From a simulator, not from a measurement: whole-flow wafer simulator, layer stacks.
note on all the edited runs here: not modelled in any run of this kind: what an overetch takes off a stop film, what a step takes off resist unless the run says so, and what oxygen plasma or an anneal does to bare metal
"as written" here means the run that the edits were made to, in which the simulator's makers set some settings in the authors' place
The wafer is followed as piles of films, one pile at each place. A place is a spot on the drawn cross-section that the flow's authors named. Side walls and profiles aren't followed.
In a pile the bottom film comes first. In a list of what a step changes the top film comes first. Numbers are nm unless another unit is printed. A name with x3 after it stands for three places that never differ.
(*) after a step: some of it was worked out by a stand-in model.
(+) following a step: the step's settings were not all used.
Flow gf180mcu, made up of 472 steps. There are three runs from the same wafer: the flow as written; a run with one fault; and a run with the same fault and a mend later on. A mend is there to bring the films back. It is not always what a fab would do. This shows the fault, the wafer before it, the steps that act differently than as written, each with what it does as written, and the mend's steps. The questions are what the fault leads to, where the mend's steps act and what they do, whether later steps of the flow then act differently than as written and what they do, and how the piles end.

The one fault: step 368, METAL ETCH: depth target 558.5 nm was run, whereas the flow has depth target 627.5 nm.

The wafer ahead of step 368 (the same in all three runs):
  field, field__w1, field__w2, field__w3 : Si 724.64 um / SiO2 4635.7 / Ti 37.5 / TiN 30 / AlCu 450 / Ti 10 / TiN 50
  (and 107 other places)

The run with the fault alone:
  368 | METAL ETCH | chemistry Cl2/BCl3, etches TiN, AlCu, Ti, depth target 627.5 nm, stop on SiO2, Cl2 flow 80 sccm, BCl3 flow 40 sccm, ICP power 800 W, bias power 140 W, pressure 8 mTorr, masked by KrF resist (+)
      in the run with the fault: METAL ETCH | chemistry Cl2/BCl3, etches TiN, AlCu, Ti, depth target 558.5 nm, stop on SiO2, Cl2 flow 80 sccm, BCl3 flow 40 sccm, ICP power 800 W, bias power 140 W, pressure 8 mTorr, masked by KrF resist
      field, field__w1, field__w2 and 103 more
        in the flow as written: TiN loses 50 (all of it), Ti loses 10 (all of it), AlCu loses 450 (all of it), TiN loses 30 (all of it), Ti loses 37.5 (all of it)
        in the run with the fault: TiN loses 50 (all of it), Ti loses 10 (all of it), AlCu loses 450 (all of it), TiN loses 30 (all of it), Ti loses 18.5
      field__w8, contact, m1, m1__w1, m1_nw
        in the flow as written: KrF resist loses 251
        in the run with the fault: KrF resist loses 223.4
  Steps later in the flow that act otherwise than as written:
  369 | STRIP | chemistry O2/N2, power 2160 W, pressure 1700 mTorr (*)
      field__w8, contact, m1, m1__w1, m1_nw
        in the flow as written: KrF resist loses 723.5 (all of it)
        in the run with the fault: KrF resist loses 751.1 (all of it)
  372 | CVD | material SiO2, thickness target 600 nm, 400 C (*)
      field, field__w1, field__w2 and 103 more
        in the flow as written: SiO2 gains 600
        in the run with the fault: SiO2 gains 600 (new film)
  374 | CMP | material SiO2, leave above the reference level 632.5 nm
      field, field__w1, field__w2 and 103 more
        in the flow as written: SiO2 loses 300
        in the run with the fault: SiO2 loses 319
  By the end, the piles at field, field__w1, field__w2 and 104 more depart from the flow's by more than 2% or 0.5 nm, whichever is larger.
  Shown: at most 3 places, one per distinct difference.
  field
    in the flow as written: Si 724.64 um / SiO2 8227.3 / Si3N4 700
    in the run with the fault: Si 724.64 um / SiO2 4635.7 / Ti 19 / SiO2 3572.6 / Si3N4 700
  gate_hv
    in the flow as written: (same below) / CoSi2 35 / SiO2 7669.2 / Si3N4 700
    in the run with the fault: (same below) / CoSi2 35 / SiO2 4077.6 / Ti 19 / SiO2 3572.6 / Si3N4 700
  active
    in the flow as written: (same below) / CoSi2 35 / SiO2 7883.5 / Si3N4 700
    in the run with the fault: (same below) / CoSi2 35 / SiO2 4291.9 / Ti 19 / SiO2 3572.6 / Si3N4 700

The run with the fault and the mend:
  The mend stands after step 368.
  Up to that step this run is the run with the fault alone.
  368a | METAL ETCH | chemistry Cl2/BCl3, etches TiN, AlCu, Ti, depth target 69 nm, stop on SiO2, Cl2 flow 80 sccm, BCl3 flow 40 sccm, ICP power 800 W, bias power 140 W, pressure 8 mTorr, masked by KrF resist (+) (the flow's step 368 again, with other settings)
      field, field__w1, field__w2 and 103 more
        Ti loses 19 (all of it)
      field__w8, contact, m1, m1__w1, m1_nw
        KrF resist loses 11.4
  Steps later in the flow that act otherwise than as written:
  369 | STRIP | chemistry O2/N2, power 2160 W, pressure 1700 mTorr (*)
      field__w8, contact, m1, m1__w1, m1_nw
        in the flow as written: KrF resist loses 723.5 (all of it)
        in the run with the mend: KrF resist loses 739.7 (all of it)
  The piles end the same as the flow's at every place that both follow.
